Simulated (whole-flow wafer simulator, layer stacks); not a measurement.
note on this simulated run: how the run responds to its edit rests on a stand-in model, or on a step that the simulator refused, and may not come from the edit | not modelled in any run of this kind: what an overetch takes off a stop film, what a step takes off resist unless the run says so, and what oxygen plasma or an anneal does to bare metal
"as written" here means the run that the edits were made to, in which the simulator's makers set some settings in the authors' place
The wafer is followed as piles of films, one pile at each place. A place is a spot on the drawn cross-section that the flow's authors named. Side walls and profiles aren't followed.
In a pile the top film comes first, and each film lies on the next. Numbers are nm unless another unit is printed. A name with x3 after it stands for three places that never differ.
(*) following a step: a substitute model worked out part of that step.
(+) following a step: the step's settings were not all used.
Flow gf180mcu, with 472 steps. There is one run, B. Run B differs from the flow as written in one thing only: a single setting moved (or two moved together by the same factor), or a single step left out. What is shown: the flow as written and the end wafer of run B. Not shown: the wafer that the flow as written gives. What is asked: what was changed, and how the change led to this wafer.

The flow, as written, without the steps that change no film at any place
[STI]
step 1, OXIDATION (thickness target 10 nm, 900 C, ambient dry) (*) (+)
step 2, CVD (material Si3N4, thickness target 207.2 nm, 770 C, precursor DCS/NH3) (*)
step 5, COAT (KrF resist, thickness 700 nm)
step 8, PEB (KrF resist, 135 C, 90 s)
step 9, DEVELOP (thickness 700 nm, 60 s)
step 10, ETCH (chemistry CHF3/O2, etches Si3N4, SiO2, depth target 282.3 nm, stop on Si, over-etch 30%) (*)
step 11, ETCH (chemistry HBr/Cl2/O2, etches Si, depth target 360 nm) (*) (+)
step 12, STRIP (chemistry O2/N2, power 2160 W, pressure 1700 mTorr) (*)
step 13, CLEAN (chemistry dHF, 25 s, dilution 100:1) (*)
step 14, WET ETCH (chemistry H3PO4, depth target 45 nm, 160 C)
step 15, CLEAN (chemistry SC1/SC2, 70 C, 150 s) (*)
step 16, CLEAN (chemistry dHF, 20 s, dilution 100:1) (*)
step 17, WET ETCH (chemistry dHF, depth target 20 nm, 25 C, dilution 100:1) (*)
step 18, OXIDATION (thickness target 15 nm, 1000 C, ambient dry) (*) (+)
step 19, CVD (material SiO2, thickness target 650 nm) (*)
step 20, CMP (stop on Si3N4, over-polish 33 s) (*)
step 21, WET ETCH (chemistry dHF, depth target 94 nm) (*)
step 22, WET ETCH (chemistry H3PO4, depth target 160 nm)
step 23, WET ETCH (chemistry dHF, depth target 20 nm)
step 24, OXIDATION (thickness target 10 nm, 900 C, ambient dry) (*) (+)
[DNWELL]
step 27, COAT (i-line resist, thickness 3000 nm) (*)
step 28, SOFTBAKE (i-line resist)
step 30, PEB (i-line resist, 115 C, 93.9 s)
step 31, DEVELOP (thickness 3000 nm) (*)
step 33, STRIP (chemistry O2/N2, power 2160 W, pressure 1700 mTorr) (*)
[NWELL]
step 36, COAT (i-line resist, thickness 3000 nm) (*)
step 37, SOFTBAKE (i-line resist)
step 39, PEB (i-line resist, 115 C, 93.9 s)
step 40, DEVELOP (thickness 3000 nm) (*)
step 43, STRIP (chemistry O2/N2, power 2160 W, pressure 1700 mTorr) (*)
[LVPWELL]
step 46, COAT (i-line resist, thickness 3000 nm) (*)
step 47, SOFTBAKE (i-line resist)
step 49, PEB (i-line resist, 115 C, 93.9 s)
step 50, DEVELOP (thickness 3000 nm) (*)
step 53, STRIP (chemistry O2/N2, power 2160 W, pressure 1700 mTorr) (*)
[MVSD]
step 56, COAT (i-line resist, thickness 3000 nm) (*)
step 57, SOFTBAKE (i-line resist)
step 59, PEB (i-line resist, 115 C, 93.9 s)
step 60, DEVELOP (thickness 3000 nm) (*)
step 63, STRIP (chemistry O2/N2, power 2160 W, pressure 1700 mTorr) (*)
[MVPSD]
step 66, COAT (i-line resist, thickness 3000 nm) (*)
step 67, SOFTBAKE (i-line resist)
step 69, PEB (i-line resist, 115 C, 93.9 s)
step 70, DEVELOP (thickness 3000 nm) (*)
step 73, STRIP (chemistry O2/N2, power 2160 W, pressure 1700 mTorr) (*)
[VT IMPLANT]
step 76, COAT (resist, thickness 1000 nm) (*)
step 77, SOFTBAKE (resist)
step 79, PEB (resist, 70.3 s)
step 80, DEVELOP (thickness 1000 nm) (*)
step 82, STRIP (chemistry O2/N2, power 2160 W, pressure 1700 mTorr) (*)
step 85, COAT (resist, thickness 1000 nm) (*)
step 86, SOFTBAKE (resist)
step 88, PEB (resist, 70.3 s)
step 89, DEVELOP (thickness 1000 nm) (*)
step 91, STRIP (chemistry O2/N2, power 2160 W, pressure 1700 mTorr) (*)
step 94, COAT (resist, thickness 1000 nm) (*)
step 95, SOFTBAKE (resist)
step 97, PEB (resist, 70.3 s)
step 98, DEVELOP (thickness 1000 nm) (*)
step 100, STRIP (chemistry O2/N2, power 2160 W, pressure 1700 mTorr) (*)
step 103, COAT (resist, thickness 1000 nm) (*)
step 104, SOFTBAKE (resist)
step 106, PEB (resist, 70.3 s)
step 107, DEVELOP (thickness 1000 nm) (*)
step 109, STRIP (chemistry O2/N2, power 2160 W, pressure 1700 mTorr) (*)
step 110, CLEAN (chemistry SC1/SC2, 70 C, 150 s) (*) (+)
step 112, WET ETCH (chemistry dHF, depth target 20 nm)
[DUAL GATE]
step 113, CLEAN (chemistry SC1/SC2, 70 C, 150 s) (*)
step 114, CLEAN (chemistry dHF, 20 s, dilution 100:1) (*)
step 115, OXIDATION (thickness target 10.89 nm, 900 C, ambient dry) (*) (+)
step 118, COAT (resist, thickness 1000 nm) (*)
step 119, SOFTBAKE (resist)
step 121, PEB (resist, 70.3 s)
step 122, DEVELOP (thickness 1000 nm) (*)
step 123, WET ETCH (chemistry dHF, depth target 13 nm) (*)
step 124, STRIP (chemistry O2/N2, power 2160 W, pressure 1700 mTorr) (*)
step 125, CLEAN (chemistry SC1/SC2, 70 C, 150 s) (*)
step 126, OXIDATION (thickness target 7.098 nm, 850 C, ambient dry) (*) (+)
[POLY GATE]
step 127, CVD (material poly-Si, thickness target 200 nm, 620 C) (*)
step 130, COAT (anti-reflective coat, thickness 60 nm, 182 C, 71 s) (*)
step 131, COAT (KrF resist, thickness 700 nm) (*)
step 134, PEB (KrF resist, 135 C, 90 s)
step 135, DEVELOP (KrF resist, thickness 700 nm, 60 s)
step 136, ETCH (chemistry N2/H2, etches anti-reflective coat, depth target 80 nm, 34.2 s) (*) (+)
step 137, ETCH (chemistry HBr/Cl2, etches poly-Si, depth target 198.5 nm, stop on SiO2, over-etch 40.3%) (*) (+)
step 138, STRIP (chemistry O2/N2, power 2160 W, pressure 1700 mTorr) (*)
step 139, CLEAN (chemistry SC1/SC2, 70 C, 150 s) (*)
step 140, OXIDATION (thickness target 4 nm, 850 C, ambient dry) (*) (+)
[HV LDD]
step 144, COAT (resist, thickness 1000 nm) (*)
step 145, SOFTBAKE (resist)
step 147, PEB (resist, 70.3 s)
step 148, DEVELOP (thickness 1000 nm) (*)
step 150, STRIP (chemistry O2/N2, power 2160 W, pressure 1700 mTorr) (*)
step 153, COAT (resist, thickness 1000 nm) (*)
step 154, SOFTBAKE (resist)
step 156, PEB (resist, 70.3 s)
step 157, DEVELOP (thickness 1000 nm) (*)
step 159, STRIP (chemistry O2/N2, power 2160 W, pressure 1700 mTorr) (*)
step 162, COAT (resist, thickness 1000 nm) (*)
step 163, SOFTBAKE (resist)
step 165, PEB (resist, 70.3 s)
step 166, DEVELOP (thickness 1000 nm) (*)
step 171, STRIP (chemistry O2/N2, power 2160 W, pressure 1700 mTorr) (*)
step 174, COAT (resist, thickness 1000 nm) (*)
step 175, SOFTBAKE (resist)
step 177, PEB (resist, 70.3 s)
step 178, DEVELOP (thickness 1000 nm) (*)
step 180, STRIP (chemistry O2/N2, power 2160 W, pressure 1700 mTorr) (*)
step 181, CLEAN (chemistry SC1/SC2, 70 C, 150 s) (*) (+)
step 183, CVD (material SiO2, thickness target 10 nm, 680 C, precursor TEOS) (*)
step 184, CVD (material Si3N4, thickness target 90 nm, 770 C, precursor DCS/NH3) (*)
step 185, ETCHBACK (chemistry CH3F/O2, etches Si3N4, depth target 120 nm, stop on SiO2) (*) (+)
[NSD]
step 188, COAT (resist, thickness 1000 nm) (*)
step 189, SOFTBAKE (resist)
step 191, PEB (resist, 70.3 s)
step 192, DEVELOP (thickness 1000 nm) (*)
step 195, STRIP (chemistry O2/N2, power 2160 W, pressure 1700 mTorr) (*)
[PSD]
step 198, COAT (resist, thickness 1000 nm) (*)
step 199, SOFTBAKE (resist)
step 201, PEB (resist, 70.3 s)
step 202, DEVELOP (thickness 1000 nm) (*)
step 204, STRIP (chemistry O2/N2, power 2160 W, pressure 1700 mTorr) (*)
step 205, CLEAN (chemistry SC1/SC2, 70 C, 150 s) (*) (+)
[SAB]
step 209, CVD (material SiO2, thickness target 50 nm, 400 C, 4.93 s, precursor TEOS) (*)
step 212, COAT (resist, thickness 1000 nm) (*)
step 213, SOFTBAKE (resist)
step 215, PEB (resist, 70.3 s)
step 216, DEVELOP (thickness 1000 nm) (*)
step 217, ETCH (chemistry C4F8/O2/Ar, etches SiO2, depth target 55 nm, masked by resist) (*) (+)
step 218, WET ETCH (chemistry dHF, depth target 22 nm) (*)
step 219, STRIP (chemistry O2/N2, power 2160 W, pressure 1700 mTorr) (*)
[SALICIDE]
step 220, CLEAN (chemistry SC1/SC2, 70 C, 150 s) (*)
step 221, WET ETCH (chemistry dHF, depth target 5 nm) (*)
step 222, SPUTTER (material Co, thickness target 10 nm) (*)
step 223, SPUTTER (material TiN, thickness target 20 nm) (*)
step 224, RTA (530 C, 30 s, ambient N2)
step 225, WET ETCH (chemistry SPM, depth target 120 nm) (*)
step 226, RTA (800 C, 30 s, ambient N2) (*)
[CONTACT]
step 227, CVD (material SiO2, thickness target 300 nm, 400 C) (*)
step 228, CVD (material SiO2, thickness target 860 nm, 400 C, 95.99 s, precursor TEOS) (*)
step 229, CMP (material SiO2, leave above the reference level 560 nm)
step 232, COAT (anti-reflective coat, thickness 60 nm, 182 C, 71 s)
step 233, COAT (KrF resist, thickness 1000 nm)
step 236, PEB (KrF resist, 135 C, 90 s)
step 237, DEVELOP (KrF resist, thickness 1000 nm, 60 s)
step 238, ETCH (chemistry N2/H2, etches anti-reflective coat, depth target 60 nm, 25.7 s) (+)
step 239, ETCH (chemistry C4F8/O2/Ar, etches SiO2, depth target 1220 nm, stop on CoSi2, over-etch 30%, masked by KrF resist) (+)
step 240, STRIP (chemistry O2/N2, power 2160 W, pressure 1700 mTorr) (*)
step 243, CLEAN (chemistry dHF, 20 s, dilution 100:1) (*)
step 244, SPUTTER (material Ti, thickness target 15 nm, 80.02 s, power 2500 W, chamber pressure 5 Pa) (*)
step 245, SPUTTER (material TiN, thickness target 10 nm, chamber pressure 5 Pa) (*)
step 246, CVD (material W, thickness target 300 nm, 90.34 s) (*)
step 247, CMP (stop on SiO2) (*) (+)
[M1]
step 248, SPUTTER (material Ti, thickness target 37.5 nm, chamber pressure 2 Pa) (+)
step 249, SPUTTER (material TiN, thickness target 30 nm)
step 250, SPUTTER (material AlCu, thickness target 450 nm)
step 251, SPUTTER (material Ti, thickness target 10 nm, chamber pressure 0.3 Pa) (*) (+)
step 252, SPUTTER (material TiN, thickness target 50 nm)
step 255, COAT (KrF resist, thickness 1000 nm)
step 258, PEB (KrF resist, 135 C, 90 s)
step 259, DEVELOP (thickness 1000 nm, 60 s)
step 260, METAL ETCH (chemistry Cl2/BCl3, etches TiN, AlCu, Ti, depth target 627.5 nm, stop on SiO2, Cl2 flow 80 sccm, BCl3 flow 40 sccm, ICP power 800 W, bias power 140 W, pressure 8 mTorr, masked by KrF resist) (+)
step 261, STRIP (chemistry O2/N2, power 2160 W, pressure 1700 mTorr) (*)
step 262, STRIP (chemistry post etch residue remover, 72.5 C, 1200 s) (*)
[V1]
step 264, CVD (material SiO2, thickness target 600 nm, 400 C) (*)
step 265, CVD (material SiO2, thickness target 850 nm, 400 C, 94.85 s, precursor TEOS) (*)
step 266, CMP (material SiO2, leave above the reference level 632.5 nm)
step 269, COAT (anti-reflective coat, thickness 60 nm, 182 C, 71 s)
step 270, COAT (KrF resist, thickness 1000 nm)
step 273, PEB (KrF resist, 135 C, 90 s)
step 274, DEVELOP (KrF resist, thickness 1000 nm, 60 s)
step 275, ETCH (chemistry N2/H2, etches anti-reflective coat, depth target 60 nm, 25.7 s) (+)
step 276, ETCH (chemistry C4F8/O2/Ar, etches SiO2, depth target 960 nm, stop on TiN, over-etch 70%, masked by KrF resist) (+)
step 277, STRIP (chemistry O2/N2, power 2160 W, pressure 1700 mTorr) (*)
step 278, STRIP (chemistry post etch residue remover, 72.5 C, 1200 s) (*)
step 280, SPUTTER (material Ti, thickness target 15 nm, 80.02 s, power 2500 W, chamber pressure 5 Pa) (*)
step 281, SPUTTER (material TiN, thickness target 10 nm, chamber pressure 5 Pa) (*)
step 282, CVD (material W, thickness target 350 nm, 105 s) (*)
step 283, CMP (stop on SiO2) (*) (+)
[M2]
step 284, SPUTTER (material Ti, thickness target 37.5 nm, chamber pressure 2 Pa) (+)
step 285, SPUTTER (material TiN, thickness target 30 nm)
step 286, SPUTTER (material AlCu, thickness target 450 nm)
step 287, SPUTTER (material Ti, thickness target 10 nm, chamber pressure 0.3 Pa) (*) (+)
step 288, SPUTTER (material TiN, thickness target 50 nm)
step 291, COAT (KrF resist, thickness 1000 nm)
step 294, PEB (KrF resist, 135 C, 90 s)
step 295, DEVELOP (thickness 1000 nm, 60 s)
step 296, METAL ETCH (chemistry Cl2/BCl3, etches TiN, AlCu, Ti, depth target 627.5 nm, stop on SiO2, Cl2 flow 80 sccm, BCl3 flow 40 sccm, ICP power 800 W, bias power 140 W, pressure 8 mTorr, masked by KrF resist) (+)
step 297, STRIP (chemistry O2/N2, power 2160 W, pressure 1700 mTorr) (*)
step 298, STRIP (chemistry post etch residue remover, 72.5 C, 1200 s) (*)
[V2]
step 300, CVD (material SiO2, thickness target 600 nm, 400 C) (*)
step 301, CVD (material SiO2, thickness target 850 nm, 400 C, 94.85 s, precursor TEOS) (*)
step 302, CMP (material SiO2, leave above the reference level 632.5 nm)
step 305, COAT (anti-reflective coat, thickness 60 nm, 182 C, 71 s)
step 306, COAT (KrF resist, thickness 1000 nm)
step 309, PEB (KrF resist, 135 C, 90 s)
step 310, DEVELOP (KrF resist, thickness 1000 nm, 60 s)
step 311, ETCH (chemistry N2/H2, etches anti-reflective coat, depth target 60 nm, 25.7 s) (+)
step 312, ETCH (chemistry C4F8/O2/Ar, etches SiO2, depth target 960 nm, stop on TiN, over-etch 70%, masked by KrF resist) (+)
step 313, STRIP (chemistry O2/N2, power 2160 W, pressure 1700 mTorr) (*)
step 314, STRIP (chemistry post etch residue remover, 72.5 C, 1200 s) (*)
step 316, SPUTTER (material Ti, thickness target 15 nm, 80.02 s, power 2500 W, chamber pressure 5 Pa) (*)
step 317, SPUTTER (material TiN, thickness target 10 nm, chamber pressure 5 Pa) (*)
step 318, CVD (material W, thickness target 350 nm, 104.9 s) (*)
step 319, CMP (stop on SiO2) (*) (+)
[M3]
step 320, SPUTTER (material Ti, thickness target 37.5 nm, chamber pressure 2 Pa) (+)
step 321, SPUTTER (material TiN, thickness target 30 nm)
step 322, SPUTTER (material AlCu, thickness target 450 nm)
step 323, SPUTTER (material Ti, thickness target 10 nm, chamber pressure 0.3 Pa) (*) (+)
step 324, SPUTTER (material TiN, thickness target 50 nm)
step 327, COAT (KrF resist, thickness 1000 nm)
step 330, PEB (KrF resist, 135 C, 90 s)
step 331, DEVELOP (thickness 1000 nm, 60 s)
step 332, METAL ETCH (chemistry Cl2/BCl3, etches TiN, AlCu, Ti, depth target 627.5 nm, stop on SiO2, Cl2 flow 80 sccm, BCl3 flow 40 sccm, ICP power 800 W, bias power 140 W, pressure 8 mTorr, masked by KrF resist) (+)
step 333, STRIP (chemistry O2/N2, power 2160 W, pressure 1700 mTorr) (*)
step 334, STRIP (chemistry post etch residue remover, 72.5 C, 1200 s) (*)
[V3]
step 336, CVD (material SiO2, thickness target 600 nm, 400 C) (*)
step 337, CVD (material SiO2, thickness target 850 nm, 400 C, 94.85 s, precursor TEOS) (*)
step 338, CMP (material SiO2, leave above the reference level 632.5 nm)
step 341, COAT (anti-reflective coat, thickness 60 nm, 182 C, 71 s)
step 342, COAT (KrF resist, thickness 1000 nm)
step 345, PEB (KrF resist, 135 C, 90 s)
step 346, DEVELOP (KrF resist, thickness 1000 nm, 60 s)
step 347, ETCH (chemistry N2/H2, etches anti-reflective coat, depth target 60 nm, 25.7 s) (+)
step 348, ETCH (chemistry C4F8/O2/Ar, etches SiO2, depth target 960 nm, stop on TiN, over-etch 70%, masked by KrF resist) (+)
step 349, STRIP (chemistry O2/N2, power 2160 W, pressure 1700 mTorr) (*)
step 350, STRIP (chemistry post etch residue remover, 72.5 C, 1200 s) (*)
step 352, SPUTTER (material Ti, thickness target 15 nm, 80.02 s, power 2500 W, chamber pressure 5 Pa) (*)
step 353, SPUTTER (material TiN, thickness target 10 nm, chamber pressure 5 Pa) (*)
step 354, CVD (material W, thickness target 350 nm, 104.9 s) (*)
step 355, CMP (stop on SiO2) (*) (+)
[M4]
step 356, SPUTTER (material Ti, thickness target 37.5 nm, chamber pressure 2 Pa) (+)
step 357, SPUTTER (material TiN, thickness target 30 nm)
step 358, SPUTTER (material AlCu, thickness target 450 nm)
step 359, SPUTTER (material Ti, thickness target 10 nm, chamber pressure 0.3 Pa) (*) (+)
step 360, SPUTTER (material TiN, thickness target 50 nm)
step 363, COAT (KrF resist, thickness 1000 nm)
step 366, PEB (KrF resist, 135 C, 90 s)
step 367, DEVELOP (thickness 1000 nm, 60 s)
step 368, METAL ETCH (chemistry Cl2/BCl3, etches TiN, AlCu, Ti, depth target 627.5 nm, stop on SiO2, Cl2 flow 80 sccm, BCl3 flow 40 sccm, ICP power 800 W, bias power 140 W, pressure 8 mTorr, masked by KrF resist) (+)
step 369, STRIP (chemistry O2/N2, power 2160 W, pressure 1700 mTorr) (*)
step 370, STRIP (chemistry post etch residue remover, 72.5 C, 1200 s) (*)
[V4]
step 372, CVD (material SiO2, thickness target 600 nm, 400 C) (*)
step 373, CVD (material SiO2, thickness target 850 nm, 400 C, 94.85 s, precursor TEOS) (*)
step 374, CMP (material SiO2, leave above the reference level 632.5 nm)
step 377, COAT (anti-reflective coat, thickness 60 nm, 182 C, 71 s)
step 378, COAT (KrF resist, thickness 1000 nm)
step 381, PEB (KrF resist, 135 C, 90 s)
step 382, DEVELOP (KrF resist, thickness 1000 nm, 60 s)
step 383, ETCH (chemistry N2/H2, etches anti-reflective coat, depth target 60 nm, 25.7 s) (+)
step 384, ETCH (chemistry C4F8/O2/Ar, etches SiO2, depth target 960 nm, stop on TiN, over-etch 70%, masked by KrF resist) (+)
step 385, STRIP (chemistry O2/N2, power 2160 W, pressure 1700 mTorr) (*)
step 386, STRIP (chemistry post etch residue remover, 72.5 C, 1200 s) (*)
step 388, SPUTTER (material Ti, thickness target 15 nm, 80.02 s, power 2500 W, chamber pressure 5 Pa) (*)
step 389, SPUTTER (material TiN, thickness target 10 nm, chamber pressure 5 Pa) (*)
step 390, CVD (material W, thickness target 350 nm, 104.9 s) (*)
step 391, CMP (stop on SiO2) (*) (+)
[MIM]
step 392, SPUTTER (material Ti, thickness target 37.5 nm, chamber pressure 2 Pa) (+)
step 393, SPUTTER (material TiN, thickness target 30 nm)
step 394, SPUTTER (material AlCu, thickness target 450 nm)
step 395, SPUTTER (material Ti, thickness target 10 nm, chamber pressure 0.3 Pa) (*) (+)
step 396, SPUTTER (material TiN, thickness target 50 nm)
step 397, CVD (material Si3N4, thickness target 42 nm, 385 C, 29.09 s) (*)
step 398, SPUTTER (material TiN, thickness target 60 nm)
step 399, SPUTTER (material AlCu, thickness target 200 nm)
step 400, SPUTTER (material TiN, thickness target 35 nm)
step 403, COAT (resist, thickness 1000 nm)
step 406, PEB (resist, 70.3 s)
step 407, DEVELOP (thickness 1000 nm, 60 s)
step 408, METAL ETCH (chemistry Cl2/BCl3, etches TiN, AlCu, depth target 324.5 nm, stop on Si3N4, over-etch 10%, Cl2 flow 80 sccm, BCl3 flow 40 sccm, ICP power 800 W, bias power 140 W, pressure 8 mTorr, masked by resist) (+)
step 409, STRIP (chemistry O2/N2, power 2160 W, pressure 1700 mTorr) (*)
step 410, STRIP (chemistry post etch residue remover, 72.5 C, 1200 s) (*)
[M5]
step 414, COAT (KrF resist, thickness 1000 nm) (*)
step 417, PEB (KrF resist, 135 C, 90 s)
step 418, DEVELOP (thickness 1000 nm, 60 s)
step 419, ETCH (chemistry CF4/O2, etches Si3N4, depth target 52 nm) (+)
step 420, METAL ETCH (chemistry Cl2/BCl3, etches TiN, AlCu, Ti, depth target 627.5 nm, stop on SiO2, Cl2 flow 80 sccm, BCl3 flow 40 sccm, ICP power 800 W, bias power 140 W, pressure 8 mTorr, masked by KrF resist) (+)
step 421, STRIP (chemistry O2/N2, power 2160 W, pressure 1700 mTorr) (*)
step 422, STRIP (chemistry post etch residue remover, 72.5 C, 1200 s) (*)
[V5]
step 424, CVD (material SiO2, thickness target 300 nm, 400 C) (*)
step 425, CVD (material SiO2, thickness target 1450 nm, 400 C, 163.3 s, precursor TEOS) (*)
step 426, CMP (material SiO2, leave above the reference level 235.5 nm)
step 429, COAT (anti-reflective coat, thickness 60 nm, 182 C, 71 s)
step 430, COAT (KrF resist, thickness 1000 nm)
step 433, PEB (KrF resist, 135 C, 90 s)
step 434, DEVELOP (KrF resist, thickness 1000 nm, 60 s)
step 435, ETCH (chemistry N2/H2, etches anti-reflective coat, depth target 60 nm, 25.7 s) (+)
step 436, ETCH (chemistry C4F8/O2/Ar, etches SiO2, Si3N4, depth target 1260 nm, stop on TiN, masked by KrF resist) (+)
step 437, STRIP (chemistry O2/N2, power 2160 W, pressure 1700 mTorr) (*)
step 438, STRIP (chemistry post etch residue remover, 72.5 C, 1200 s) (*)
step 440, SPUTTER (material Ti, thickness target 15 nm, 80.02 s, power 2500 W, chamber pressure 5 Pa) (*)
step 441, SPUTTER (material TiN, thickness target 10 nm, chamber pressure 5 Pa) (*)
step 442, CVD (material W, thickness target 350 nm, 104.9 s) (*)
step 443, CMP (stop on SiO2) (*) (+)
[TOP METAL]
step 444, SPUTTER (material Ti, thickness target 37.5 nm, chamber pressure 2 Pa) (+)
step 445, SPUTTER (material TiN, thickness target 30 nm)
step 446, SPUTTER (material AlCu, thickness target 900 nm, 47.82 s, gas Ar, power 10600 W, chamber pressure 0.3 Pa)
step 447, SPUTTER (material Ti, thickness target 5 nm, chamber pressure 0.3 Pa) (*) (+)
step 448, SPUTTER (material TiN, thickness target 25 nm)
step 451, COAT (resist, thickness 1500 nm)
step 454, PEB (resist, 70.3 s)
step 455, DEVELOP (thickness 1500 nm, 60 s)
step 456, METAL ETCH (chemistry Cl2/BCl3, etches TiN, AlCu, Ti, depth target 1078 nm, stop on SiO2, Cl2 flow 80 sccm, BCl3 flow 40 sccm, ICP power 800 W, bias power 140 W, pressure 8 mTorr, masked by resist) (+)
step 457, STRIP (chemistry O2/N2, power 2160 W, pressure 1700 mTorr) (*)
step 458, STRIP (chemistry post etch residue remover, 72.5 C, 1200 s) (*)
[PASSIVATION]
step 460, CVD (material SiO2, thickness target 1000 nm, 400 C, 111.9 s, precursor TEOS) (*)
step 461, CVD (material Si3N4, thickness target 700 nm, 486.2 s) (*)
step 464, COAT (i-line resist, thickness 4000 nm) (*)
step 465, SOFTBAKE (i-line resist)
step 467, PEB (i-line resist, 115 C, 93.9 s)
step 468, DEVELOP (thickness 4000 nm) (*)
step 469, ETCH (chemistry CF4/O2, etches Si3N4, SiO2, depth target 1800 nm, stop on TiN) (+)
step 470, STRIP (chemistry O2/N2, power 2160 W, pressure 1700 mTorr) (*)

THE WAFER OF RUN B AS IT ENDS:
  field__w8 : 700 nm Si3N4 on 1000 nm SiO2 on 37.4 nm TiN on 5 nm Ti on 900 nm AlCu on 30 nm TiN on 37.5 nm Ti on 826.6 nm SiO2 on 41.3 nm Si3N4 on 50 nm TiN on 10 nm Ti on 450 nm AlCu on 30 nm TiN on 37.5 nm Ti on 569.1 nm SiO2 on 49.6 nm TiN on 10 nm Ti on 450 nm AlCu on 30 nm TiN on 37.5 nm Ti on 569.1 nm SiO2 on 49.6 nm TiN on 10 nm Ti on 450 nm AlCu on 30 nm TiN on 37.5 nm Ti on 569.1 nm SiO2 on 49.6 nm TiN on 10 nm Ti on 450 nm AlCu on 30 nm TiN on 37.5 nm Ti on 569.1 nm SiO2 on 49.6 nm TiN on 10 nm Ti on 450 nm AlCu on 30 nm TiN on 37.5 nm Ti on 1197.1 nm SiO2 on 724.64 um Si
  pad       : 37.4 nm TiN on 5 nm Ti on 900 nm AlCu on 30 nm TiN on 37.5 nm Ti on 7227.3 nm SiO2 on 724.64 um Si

Cause: step 448, SPUTTER: thickness target 37.8 nm was run, whereas the flow has thickness target 25 nm.

The path from the change to this, step by step:
  step 448, SPUTTER (material TiN, thickness target 25 nm)
      field, field__w1, field__w2 and 109 more: +37.8 TiN (new film) (in the flow as written it would be: +25 TiN (new film))
  step 456, METAL ETCH (chemistry Cl2/BCl3, etches TiN, AlCu, Ti, depth target 1078 nm, stop on SiO2, Cl2 flow 80 sccm, BCl3 flow 40 sccm, ICP power 800 W, bias power 140 W, pressure 8 mTorr, masked by resist) (+)
      field, field__w1, field__w2 and 103 more: -37.8 TiN (all of it), -5 Ti (all of it), -900 AlCu (all of it), -30 TiN (all of it), -37.5 Ti (all of it) (in the flow as written it would be: -25 TiN (all of it), -5 Ti (all of it), -900 AlCu (all of it), -30 TiN (all of it), -37.5 Ti (all of it))
  step 465, SOFTBAKE (i-line resist)
      gate: -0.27 i-line resist (in the flow as written it would be: +1.79 i-line resist)
      ld_acc_p, ld_fp_p, ld_drift_p: +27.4 i-line resist (in the flow as written it would be: +33.8 i-line resist)
      (also at 56 further places)
